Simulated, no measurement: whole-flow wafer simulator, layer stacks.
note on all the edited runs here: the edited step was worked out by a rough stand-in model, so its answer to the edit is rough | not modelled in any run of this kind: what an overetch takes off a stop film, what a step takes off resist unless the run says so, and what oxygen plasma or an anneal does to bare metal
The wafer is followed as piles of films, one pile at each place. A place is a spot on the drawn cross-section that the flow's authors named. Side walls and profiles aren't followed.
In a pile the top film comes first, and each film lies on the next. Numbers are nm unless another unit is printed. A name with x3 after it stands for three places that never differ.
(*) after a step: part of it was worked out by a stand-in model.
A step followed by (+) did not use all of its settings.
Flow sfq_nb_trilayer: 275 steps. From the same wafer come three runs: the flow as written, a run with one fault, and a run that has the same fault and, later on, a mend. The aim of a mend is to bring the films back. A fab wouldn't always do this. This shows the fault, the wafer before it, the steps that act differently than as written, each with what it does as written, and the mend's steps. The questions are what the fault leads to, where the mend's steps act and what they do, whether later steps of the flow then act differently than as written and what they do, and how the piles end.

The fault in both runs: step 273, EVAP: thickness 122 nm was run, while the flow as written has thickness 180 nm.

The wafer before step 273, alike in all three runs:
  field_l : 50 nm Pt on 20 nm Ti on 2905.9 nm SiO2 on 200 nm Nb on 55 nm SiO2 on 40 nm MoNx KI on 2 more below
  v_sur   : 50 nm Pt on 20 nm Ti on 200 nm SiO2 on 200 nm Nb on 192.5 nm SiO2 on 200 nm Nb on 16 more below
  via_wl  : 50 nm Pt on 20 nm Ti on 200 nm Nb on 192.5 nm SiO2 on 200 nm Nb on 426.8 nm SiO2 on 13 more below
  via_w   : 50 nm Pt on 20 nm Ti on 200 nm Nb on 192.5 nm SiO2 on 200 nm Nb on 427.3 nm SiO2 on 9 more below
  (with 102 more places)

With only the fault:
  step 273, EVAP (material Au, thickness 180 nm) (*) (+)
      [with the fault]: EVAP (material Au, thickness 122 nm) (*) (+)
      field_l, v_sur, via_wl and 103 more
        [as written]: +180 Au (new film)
        [with the fault]: +122 Au (new film)
  Later steps of the flow acting differently than as written:
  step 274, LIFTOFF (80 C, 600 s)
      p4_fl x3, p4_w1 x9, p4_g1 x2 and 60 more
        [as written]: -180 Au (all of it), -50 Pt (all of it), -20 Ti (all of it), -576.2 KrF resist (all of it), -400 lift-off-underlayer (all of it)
        [with the fault]: -122 Au (all of it), -50 Pt (all of it), -20 Ti (all of it), -576.2 KrF resist (all of it), -400 lift-off-underlayer (all of it)
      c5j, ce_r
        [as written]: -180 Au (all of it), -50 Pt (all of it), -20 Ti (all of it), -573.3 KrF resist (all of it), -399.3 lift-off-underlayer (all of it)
        [with the fault]: -122 Au (all of it), -50 Pt (all of it), -20 Ti (all of it), -573.3 KrF resist (all of it), -399.3 lift-off-underlayer (all of it)
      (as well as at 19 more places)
  By the end, the piles at field_l, v_sur, via_wl and 8 more depart from the flow's by more than 2% or 0.5 nm, whichever is larger.
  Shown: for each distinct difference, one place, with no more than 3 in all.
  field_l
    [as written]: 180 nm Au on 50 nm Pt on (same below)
    [with the fault]: 122 nm Au on 50 nm Pt on (same below)

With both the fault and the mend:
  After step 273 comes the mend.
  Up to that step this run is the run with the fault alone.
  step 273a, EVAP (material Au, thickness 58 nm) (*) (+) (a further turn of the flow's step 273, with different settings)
      field_l, v_sur, via_wl and 103 more
        +58 Au
  Later steps of the flow that are run all act as written at every place that is followed.
  At every place that both follow, the piles at the end match the flow's.
